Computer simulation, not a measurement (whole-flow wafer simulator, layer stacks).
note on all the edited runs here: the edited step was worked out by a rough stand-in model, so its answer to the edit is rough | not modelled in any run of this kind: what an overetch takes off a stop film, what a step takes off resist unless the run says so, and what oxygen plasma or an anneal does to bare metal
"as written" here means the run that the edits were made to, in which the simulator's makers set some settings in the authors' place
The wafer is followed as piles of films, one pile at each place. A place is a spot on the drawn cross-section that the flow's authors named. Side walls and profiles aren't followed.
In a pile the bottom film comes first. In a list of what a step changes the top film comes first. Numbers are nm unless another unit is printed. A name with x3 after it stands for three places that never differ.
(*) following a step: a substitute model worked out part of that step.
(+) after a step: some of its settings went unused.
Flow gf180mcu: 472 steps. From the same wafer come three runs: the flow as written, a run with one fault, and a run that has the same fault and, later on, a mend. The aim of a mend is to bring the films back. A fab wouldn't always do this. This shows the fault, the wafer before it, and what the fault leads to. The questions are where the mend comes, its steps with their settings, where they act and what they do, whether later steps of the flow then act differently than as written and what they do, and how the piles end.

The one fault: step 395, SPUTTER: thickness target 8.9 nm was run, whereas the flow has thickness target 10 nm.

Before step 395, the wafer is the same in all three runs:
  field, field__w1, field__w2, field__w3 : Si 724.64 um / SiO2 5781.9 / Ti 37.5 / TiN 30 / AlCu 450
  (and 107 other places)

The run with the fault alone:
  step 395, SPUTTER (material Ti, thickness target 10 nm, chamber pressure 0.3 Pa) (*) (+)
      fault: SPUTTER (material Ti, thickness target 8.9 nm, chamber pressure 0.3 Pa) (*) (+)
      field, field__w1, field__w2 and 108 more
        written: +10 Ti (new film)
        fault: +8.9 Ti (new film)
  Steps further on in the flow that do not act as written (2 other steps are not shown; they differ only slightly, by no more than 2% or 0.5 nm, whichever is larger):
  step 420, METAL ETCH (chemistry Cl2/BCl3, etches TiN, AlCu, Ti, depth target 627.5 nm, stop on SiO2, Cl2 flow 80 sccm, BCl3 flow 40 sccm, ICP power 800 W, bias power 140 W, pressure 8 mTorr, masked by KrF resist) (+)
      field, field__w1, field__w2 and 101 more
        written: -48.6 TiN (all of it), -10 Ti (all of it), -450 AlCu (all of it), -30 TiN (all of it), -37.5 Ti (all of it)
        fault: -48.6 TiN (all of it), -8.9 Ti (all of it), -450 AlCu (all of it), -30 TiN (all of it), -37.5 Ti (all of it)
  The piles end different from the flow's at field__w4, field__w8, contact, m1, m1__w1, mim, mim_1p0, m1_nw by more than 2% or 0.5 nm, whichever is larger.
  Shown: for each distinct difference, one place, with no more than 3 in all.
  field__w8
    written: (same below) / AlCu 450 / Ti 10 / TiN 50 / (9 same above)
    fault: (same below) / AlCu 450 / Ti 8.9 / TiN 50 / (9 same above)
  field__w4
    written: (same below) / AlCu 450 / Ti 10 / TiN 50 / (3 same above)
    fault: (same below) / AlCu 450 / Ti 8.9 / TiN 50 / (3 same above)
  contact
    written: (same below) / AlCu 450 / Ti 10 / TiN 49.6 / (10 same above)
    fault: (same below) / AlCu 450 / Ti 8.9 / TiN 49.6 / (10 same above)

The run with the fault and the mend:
  The mend stands after step 395.
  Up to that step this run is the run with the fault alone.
  step 395a, SPUTTER (material Ti, thickness target 1.1 nm, chamber pressure 0.3 Pa) (*) (+) (the flow's step 395 again, with other settings)
      field, field__w1, field__w2 and 108 more
        +1.1 Ti
  Every later step of the flow that is run acts as written at every place that is followed.
  By the end, the piles equal the flow's at every place that both follow.
